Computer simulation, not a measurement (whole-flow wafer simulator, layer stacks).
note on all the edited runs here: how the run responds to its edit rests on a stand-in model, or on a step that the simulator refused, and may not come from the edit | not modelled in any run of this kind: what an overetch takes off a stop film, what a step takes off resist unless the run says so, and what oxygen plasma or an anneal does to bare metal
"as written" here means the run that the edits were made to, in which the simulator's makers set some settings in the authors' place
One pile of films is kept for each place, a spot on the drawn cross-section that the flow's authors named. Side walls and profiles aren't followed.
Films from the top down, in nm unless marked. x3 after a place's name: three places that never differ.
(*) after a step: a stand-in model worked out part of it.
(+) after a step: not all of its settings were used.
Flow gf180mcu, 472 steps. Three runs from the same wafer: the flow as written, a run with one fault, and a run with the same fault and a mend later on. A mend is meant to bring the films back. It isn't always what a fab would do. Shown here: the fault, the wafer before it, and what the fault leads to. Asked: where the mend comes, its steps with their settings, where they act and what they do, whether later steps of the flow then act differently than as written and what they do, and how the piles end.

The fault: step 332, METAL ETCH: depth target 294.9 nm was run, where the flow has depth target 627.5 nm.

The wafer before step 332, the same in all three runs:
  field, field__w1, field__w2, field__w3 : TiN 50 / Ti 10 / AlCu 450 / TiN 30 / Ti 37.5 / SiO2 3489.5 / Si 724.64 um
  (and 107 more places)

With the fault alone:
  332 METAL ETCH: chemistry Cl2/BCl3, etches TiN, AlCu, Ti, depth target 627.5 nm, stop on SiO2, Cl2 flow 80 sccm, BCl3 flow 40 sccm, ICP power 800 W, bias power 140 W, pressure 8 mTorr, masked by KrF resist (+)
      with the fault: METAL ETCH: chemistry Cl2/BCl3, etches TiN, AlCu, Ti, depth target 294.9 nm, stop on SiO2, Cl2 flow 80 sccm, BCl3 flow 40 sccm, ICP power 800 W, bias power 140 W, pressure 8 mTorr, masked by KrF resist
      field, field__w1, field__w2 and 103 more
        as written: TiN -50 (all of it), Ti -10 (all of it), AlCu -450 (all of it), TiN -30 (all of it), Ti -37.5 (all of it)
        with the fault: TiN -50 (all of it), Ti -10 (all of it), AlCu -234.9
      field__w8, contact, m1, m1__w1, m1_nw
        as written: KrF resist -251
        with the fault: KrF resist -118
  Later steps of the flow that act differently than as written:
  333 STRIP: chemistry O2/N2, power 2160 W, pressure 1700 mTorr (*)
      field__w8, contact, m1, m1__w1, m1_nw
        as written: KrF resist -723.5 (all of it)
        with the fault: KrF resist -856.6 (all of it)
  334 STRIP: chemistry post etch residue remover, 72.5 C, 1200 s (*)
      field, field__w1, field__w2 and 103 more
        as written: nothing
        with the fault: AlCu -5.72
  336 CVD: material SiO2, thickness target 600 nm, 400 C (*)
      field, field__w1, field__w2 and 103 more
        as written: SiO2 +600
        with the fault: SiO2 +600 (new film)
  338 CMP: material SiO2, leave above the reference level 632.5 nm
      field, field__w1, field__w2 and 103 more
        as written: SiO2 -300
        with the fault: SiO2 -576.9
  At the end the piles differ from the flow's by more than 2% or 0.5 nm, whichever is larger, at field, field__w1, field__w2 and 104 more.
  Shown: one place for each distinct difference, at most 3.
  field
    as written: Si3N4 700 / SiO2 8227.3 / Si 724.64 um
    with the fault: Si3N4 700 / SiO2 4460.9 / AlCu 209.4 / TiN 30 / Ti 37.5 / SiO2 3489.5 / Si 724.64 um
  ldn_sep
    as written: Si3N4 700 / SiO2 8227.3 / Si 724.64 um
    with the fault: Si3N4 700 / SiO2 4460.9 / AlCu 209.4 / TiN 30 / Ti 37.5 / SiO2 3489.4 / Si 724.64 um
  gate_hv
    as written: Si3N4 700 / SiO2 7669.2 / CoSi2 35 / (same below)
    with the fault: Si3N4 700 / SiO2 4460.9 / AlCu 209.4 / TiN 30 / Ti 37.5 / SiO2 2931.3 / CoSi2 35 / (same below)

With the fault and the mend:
  The mend comes after step 334.
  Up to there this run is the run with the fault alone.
  334a DEHYDRATE: 200 C, 60 s (the flow's step 325 once more)
      changes no film at any place that is followed
  334b HMDS: 120 C, 60 s (the flow's step 326 once more)
      changes no film at any place that is followed
  334c COAT: KrF resist, thickness 1000 nm (*) (the flow's step 327 once more)
      iso_ptap_pw, iso_ntap_nw, iso_nw_fld and 33 more
        KrF resist +1000 (new film)
      field__w5, field__w9, field__w10 and 15 more
        KrF resist +1002 (new film)
      field__w6, field_sub__w2, field_sub__w4 and 15 more
        KrF resist +1001.9 (new film)
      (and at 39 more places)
  334d SOFTBAKE: KrF resist (the flow's step 328 once more)
      changes no film at any place that is followed
  334e EXPOSE: photomask Metal3 (the flow's step 329 once more)
      changes no film at any place that is followed
  334f PEB: KrF resist, 135 C, 90 s (the flow's step 330 once more)
      field__w1, field__w2, field__w3 and 58 more
        KrF resist -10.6
      iso_ptap_pw, iso_ntap_nw, iso_nw_fld and 33 more
        KrF resist -10.5
      sd_p, gate_p, nw_sep_fld, polyc_n
        KrF resist -10.7
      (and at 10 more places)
  334g DEVELOP: thickness 1000 nm, 60 s (the flow's step 331 once more)
      iso_ptap_pw, iso_ntap_nw, iso_nw_fld and 33 more
        KrF resist -989.5 (all of it)
      field_sub__w2, field_sub__w4, ld_sd_n and 12 more
        KrF resist -991.3 (all of it)
      field__w5, field__w6, field__w9 and 9 more
        KrF resist -991.4 (all of it)
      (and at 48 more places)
  334h METAL ETCH: chemistry Cl2/BCl3, etches TiN, AlCu, Ti, depth target 332.6 nm, stop on SiO2, Cl2 flow 80 sccm, BCl3 flow 40 sccm, ICP power 800 W, bias power 140 W, pressure 8 mTorr, masked by KrF resist (+) (the flow's step 332 once more, with other settings)
      field, field__w1, field__w2 and 103 more
        AlCu -209.4 (all of it), TiN -30 (all of it), Ti -37.5 (all of it)
      field__w8, contact, m1, m1__w1, m1_nw
        KrF resist -133
  334i STRIP: chemistry O2/N2, power 2160 W, pressure 1700 mTorr (*) (the flow's step 333 once more)
      field__w8
        KrF resist -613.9 (all of it)
      contact
        KrF resist -612.2 (all of it)
      m1
        KrF resist -613.8 (all of it)
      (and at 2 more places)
  334j STRIP: chemistry post etch residue remover, 72.5 C, 1200 s (*) (the flow's step 334 once more)
      field__w8, contact, m1, m1__w1, m1_nw
        TiN -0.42
  No later step of the flow acts differently than as written, at any place that is followed, by more than 2% or 0.5 nm, whichever is larger.
  At the end the piles differ from the flow's only slightly at the places that both follow, by at most 2% or 0.5 nm, whichever is larger.
